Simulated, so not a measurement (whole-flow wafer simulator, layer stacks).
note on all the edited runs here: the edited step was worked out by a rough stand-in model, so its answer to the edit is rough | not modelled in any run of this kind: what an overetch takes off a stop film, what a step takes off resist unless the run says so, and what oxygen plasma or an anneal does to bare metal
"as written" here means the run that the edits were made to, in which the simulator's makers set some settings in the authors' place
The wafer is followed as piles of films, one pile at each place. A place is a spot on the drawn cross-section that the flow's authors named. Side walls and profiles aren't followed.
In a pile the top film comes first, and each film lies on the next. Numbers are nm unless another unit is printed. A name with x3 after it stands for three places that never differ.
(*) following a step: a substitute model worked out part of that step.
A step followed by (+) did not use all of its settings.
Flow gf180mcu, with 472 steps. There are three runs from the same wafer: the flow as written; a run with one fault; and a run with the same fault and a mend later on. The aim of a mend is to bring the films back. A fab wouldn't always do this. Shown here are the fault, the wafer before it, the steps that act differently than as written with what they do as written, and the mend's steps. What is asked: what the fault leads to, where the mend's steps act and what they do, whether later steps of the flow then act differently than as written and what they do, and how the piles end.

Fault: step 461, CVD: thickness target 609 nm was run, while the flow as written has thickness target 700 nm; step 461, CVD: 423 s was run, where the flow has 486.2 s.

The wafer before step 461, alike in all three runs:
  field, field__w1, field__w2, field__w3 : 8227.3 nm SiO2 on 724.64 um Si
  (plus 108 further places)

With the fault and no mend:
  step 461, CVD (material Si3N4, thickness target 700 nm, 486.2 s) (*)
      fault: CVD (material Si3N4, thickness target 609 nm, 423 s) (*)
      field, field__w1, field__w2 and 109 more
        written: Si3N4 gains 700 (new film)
        fault: Si3N4 gains 609 (new film)
  Steps later in the flow that act otherwise than as written (not shown: 5 more steps that differ only slightly, by at most 2% or 0.5 nm, whichever is larger):
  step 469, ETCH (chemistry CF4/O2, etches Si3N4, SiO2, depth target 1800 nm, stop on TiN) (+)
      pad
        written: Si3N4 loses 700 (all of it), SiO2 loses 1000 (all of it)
        fault: Si3N4 loses 609 (all of it), SiO2 loses 1000 (all of it)
  At field, field__w1, field__w2 and 108 more, the piles at the end differ from the flow's by more than 2% or 0.5 nm, whichever is larger.
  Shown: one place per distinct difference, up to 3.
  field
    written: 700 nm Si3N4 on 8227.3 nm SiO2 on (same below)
    fault: 609 nm Si3N4 on 8227.3 nm SiO2 on (same below)
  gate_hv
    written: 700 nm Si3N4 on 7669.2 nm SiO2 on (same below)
    fault: 609 nm Si3N4 on 7669.2 nm SiO2 on (same below)
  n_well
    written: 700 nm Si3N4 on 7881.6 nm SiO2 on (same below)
    fault: 609 nm Si3N4 on 7881.6 nm SiO2 on (same below)

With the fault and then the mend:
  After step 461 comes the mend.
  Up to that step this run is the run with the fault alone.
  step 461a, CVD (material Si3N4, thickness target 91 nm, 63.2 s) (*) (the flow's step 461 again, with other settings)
      field, field__w1, field__w2 and 109 more
        Si3N4 gains 91.1
  Every later step of the flow that is run acts as written, at every place that is followed, to within 2% or 0.5 nm, whichever is larger.
  When the end is reached, the piles differ only a little from the flow's at the places that both follow, at most by 2% or 0.5 nm, whichever is larger.
